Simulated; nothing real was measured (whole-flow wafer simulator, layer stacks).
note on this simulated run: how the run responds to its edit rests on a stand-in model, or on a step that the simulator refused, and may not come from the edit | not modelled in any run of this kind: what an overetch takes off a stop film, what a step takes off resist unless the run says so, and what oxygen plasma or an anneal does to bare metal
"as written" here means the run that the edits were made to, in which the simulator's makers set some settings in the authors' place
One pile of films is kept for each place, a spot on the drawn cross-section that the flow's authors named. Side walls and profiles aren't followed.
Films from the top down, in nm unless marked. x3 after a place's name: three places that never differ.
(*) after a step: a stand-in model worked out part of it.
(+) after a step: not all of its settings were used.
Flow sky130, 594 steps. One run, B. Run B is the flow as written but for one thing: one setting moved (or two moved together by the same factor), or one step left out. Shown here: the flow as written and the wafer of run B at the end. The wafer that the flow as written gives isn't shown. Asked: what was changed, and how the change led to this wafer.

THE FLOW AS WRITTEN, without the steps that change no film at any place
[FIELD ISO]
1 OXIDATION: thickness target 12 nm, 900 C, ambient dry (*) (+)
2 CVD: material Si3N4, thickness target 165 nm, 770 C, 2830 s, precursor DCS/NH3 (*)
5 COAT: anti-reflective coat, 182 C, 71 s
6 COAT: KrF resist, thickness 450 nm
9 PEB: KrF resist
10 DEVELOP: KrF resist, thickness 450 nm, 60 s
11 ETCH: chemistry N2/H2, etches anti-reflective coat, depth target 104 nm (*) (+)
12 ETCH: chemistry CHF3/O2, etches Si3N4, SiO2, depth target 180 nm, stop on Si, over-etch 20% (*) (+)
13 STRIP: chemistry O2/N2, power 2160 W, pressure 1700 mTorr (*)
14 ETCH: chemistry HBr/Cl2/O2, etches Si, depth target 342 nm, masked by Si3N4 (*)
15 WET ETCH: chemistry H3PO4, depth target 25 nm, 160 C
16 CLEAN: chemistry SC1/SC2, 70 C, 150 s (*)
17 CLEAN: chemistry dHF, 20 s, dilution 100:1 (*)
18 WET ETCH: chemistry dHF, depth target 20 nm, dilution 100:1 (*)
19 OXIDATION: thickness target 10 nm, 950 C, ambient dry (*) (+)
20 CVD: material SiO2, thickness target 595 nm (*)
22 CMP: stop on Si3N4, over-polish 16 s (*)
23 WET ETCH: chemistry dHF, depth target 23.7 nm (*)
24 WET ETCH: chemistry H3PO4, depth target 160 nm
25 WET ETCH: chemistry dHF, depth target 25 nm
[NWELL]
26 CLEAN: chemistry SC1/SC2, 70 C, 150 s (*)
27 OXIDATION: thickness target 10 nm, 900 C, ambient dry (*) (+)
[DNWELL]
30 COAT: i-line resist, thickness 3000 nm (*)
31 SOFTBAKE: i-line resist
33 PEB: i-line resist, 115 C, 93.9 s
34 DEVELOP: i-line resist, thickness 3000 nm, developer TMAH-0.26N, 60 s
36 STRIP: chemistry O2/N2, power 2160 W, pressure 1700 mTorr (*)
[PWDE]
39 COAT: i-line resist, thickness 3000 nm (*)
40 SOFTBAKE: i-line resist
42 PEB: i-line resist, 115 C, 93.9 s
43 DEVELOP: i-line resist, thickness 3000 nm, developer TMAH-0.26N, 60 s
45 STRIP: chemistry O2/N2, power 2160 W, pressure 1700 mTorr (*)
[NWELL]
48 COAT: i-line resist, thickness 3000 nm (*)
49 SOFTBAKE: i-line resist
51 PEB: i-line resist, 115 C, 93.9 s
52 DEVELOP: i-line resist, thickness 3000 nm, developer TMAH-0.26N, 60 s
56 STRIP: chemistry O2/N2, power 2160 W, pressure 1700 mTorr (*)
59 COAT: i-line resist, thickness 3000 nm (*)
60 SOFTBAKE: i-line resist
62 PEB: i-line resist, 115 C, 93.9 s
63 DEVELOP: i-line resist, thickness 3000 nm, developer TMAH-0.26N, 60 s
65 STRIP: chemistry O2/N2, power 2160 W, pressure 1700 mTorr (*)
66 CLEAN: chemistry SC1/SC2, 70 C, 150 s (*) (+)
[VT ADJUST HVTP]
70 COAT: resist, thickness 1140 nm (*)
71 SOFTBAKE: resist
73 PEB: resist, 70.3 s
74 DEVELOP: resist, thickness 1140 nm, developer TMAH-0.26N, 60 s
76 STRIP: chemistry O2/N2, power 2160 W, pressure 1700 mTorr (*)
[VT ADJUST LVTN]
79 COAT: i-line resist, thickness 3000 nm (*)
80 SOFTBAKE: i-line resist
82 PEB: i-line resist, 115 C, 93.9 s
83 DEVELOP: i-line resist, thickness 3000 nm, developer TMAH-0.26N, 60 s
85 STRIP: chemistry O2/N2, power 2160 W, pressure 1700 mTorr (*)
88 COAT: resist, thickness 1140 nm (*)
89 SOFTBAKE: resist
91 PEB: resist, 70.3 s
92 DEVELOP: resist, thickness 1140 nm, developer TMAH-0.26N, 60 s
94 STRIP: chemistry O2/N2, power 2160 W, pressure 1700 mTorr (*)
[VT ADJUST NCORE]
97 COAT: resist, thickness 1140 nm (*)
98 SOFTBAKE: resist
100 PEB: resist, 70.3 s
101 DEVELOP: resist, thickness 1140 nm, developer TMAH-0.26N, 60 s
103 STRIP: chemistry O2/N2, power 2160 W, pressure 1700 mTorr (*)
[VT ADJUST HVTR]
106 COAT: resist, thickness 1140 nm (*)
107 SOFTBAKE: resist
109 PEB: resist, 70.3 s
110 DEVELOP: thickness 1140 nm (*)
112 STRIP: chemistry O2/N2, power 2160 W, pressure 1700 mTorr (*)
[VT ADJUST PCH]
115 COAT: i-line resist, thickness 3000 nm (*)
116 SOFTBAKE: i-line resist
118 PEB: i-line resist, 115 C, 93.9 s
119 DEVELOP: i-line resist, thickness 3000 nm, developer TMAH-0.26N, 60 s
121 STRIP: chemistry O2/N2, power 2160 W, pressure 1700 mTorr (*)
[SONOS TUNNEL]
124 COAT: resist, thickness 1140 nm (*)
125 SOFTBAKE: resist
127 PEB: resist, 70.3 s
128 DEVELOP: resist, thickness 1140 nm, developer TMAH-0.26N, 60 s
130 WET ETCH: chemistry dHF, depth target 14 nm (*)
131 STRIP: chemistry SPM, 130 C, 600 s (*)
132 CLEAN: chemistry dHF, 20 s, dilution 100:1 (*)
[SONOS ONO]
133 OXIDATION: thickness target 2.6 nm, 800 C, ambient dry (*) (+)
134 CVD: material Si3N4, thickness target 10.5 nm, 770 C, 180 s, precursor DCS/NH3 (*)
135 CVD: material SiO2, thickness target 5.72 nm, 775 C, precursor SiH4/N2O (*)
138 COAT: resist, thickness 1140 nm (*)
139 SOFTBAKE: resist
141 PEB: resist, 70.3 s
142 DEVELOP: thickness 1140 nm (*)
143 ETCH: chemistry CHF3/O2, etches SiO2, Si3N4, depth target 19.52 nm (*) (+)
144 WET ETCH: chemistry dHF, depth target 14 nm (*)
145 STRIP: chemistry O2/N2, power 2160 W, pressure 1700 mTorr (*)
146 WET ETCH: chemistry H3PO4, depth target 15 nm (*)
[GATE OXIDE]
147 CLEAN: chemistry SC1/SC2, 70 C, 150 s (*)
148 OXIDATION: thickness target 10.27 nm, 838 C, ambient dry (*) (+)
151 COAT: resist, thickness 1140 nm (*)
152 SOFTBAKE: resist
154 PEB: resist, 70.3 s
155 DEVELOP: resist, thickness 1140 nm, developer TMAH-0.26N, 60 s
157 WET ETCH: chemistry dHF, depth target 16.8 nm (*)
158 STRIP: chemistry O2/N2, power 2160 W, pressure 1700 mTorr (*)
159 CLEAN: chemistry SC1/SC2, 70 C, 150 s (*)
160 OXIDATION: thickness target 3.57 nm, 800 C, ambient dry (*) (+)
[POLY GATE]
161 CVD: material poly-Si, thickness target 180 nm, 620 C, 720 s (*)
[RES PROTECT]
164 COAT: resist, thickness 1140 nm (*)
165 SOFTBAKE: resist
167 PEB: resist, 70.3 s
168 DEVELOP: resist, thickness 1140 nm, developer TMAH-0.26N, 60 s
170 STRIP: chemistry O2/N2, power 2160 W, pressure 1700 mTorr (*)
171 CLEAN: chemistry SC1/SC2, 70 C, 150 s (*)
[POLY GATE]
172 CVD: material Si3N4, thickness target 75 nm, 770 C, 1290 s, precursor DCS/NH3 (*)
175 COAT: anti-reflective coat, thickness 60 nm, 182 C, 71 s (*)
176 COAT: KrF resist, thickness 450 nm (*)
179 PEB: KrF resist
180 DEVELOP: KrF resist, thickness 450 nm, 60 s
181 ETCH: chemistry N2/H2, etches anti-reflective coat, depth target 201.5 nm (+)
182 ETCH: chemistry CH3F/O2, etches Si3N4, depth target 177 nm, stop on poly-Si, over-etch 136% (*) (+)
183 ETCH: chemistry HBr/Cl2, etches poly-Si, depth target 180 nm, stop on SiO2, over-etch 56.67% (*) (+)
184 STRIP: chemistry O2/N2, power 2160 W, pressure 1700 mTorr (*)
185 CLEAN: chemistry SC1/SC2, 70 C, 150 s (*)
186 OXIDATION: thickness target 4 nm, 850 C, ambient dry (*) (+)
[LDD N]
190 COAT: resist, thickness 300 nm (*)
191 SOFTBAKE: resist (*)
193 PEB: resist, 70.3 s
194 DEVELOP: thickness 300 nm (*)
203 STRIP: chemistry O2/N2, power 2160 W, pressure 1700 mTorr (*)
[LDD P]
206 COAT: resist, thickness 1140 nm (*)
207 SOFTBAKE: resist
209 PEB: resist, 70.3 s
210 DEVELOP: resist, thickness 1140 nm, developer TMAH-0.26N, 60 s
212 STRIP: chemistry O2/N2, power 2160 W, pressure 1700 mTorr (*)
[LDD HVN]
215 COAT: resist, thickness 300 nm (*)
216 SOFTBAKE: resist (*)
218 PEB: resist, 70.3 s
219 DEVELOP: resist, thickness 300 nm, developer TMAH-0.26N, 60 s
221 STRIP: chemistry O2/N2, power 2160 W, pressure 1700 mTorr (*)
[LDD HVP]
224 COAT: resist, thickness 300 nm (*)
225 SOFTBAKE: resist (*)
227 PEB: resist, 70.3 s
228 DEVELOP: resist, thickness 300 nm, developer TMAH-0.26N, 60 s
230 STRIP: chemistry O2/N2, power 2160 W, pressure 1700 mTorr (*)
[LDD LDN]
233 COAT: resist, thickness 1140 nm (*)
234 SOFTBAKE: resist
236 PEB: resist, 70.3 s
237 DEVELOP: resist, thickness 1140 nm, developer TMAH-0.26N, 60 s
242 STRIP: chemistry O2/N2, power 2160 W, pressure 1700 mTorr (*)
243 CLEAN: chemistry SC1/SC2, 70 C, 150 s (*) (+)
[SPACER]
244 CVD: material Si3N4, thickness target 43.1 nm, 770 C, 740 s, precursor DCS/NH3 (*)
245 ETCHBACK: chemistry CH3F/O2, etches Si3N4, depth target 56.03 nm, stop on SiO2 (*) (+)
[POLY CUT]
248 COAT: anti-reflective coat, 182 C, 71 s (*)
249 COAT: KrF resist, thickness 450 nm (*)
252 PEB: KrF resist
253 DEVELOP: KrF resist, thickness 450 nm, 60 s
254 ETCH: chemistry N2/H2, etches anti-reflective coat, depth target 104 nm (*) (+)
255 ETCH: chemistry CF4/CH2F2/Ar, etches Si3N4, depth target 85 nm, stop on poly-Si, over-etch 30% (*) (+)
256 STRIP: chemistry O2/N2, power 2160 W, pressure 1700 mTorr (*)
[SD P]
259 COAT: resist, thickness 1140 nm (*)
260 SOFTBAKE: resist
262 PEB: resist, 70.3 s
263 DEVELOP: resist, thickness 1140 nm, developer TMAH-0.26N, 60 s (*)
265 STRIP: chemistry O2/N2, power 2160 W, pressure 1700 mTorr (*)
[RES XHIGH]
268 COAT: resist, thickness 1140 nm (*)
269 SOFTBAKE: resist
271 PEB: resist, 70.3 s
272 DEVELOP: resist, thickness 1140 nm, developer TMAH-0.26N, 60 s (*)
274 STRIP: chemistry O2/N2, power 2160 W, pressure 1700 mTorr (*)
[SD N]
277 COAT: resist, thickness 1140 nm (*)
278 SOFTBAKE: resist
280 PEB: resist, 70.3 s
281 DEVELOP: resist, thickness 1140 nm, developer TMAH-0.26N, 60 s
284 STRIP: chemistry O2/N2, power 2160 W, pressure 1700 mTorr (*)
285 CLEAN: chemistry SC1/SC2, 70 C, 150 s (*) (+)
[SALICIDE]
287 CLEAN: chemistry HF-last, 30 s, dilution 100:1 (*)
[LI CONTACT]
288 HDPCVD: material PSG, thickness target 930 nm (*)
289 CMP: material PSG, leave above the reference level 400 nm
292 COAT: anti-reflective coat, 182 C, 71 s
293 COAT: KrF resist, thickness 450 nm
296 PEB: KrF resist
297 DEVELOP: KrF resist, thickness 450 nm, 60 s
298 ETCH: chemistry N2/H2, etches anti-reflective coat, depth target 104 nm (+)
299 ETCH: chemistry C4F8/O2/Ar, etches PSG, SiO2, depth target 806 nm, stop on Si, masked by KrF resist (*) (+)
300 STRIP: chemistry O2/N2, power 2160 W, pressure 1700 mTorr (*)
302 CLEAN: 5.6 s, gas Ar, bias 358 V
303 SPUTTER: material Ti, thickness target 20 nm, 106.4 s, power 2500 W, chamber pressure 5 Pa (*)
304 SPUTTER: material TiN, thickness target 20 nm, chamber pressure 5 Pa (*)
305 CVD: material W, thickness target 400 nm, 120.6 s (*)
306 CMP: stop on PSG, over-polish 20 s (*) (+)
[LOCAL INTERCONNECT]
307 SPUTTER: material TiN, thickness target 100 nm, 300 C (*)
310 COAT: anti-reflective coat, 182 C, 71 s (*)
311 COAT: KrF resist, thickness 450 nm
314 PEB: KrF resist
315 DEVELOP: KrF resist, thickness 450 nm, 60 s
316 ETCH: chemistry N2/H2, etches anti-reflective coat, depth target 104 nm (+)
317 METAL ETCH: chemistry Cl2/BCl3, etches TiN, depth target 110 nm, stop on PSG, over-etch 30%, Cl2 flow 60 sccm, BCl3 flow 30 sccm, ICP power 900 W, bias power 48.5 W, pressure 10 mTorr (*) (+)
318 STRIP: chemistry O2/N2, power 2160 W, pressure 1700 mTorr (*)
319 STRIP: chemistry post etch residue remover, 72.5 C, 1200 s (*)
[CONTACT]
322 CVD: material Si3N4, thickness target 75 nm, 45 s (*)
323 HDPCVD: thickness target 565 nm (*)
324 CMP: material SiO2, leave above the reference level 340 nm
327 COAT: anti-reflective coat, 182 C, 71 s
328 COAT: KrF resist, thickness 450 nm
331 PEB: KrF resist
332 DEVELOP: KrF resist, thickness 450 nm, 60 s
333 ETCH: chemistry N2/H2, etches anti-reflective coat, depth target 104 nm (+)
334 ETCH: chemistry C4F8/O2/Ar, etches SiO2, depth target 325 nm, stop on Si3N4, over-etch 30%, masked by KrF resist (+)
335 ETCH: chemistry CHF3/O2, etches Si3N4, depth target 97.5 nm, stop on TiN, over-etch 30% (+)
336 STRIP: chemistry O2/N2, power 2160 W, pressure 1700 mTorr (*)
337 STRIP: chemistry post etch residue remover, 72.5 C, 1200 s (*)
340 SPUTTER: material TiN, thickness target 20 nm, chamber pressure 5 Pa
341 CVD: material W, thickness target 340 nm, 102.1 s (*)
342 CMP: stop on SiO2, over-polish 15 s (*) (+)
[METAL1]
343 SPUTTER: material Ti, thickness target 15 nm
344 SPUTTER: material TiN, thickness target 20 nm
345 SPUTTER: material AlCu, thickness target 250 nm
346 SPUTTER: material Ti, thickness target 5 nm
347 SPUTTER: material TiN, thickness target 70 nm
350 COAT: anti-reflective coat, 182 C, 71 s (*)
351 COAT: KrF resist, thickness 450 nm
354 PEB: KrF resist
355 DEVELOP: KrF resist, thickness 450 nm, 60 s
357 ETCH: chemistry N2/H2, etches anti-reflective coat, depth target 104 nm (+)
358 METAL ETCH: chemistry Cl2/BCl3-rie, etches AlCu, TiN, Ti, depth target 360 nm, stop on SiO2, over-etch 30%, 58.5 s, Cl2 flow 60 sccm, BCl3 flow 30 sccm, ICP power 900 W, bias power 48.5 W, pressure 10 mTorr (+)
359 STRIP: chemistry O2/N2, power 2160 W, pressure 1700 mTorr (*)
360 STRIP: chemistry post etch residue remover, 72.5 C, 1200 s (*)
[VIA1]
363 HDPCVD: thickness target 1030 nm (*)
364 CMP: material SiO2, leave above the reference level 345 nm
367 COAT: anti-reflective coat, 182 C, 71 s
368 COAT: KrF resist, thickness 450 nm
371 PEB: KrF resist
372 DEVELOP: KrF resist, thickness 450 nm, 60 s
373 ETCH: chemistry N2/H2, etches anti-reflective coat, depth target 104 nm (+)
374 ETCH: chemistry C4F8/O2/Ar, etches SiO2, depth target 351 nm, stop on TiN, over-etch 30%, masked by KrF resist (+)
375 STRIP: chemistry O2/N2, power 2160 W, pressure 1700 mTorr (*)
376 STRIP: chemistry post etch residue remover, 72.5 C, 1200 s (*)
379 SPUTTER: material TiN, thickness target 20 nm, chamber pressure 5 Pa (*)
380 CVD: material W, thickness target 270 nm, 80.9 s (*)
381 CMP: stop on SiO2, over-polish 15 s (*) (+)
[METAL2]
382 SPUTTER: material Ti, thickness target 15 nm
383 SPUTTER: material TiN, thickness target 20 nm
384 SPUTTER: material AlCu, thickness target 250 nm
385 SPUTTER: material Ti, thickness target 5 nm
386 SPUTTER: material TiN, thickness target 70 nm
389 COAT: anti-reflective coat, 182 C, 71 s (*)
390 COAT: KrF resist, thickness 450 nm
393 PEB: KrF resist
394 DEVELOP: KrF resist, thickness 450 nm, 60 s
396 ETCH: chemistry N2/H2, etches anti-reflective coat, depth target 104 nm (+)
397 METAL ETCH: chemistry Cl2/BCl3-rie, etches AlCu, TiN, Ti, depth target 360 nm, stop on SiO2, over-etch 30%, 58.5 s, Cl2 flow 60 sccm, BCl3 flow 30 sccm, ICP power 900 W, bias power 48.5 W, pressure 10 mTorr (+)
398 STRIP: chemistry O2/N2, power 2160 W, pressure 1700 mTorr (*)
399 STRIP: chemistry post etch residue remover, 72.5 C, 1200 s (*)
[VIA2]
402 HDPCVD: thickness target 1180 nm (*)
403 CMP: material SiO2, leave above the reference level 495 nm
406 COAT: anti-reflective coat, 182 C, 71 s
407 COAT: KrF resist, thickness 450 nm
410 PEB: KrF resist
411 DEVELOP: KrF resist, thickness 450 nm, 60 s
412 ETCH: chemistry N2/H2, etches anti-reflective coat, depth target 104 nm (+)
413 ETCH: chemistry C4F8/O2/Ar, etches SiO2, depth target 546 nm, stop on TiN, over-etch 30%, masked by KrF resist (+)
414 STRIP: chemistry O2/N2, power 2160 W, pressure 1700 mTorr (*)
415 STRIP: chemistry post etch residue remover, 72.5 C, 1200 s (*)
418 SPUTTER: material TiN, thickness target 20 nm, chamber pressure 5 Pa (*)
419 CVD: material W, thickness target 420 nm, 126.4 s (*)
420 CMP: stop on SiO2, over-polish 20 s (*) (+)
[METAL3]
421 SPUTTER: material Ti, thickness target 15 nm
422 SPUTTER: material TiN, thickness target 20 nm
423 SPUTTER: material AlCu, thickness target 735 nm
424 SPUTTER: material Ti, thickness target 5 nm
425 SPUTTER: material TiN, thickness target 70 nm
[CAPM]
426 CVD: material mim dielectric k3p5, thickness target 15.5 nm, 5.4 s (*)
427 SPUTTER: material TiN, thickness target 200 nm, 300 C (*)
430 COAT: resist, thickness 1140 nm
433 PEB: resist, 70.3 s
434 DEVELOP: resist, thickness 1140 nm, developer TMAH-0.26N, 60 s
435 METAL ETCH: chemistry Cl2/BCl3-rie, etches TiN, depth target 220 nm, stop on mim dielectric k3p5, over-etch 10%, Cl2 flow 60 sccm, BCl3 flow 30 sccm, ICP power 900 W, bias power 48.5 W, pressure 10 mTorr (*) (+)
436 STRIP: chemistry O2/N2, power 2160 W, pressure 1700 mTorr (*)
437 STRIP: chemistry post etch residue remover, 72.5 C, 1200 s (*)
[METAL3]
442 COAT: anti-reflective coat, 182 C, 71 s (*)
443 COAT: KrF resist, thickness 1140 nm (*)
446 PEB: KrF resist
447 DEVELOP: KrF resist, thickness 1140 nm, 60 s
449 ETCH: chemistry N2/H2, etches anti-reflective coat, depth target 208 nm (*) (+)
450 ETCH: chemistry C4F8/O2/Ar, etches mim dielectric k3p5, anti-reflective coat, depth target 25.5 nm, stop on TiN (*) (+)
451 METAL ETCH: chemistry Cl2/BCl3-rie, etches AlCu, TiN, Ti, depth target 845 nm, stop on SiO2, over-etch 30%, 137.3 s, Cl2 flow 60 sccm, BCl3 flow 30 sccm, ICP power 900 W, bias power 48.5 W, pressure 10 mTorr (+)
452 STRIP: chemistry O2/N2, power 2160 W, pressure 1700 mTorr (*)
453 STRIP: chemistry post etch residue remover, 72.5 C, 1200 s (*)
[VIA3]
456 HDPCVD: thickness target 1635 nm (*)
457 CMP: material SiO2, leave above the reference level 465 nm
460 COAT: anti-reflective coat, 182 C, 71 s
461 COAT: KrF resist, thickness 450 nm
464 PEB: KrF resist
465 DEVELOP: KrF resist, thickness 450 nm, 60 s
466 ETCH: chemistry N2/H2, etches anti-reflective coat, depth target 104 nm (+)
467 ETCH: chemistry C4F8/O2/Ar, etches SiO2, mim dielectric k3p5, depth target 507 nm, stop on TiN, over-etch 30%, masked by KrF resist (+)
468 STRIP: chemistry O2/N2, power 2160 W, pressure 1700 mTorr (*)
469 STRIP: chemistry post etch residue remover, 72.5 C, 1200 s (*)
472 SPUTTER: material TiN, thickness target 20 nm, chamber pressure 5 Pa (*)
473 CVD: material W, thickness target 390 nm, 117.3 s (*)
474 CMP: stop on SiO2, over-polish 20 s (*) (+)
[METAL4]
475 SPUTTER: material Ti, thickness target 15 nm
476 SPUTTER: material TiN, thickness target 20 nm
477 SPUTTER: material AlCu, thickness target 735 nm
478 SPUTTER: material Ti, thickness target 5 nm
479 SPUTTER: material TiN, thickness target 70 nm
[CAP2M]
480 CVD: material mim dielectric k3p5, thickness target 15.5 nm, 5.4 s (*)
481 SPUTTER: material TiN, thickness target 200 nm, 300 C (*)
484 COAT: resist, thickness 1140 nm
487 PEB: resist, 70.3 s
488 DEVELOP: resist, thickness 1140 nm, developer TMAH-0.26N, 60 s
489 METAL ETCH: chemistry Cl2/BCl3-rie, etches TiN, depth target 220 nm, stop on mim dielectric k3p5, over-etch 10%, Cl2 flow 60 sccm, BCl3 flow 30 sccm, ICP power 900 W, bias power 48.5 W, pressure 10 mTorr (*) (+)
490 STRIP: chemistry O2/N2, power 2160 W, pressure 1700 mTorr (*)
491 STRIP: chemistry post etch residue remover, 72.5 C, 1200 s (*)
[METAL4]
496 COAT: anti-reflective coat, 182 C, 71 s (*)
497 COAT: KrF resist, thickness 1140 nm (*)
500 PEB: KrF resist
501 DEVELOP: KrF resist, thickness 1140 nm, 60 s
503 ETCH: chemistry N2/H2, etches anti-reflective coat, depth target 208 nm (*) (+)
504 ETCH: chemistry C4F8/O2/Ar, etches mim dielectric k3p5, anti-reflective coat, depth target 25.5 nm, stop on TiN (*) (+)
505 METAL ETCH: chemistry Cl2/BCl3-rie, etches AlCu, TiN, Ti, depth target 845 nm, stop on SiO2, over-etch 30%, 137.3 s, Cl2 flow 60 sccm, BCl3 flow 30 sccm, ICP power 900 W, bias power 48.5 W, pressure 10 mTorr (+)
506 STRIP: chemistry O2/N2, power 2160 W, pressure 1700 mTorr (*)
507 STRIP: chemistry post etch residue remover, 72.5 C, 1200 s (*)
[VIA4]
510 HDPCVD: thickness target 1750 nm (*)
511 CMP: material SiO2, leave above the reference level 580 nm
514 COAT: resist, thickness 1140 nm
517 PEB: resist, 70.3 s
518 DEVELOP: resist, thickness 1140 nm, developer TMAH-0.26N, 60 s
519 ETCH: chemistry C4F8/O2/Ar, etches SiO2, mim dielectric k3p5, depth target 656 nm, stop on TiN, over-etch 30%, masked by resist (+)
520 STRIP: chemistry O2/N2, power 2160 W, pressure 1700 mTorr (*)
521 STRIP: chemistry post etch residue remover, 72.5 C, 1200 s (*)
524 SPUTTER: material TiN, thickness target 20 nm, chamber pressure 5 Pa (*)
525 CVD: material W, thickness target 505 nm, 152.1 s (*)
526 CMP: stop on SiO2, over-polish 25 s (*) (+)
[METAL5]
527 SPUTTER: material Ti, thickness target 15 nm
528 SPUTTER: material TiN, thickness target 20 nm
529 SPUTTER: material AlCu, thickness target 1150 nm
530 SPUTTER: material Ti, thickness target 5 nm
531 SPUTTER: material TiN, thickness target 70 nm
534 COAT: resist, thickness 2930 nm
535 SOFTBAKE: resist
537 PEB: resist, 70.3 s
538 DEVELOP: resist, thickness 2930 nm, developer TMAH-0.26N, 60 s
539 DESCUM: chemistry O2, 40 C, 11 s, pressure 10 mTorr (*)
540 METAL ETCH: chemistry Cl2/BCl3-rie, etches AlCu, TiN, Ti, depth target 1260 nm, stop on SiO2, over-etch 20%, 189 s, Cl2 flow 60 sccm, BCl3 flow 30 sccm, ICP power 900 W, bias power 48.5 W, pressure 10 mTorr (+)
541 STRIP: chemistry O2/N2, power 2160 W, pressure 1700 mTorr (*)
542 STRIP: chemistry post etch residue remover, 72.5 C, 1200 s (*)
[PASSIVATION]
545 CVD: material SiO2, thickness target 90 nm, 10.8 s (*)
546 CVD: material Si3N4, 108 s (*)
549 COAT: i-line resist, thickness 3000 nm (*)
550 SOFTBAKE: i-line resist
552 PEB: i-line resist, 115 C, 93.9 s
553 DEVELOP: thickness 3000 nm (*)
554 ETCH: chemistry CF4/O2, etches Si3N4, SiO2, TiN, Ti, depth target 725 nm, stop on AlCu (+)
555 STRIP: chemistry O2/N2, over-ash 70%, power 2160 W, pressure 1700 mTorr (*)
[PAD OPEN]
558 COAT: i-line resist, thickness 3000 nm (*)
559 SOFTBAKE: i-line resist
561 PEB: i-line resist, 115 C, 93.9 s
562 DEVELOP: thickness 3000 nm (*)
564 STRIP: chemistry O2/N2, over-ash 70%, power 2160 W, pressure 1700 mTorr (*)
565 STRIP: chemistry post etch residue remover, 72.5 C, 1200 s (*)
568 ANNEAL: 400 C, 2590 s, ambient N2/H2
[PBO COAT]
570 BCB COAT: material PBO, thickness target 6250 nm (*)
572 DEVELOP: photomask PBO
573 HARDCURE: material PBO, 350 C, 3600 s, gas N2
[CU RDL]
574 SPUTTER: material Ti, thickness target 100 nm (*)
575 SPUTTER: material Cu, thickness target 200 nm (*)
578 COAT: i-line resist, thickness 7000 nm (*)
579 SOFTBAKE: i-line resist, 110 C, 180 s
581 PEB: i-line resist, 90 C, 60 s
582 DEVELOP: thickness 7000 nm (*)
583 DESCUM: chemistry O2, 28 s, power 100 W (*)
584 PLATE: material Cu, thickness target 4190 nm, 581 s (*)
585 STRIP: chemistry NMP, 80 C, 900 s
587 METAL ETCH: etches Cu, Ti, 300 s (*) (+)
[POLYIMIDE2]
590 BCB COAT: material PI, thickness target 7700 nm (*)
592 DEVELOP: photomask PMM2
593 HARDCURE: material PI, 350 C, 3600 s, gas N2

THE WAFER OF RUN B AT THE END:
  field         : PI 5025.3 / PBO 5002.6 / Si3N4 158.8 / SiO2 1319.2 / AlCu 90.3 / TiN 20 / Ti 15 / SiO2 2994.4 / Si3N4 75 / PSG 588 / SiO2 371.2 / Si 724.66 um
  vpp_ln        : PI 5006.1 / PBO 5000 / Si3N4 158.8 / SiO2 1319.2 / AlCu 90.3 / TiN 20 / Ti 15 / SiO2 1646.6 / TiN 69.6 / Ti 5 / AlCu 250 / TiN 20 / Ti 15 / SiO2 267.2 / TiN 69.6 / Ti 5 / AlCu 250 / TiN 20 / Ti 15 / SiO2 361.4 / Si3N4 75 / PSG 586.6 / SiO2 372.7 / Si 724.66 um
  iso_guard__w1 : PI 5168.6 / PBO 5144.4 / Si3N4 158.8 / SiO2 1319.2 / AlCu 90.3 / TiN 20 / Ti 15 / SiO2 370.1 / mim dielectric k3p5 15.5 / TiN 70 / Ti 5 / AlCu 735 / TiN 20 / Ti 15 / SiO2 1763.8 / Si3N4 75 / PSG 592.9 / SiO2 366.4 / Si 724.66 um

The cause: step 505, METAL ETCH: depth target 549.2 nm was run, where the flow has depth target 845 nm; step 505, METAL ETCH: 89.2 s was run, where the flow has 137.3 s.

How the change led to this, step by step:
  505 METAL ETCH: chemistry Cl2/BCl3-rie, etches AlCu, TiN, Ti, depth target 845 nm, stop on SiO2, over-etch 30%, 137.3 s, Cl2 flow 60 sccm, BCl3 flow 30 sccm, ICP power 900 W, bias power 48.5 W, pressure 10 mTorr (+)
      field, gate, spacer and 68 more: TiN -70 (all of it), Ti -5 (all of it), AlCu -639 (as written it would be: TiN -70 (all of it), Ti -5 (all of it), AlCu -735 (all of it), TiN -20 (all of it), Ti -15 (all of it), SiO2 -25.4)
      active, vpp_iso1, mim_edge_plate and 14 more: TiN -70 (all of it), Ti -5 (all of it), AlCu -639 (as written it would be: TiN -70 (all of it), Ti -5 (all of it), AlCu -735 (all of it), TiN -20 (all of it), Ti -15 (all of it), SiO2 -25.3)
      (and at 105 more places)
  506 STRIP: chemistry O2/N2, power 2160 W, pressure 1700 mTorr (*)
      gate_hv, mim, dice_street and 76 more: KrF resist -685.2 (all of it), anti-reflective coat -80 (all of it) (as written it would be: KrF resist -492.9 (all of it), anti-reflective coat -80 (all of it))
      n_well, p_well, sd_n, sd_p, pad, mim_edge_plate_strap, mim_edge_gap_sheet: KrF resist -685.1 (all of it), anti-reflective coat -80 (all of it) (as written it would be: KrF resist -492.9 (all of it), anti-reflective coat -80 (all of it))
      (and at 19 more places)
  507 STRIP: chemistry post etch residue remover, 72.5 C, 1200 s (*)
      field, active, gate and 85 more: AlCu -5.72 (as written it would be: nothing)
  510 HDPCVD: thickness target 1750 nm (*)
      field, active, gate and 85 more: SiO2 +1750 (new film) (as written it would be: SiO2 +1750)
  511 CMP: material SiO2, leave above the reference level 580 nm
      field, active, gate and 77 more: SiO2 -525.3 (as written it would be: SiO2 -374.7)
      iso_guard__w1, mim_edge_gap, vpp_l1ln, vpp_m3ln, rpm_encl, via2_enc, rpm_encl_psd, iso_guard_nsd_tip: SiO2 -525.3 (as written it would be: SiO2 -374.6)
Counting metal films that touch as one body, field has 1 body; the flow as written gives 0 bodies.
Counting metal films that touch as one body, vpp_ln has 3 bodies (between them, from the top down: SiO2 1646.6; SiO2 267.2); the flow as written gives 2 bodies (between them, from the top down: SiO2 267.2).
Counting metal films that touch as one body, iso_guard__w1 has 2 bodies (between them, from the top down: SiO2 370.1 / mim dielectric k3p5 15.5); the flow as written gives 1 body.
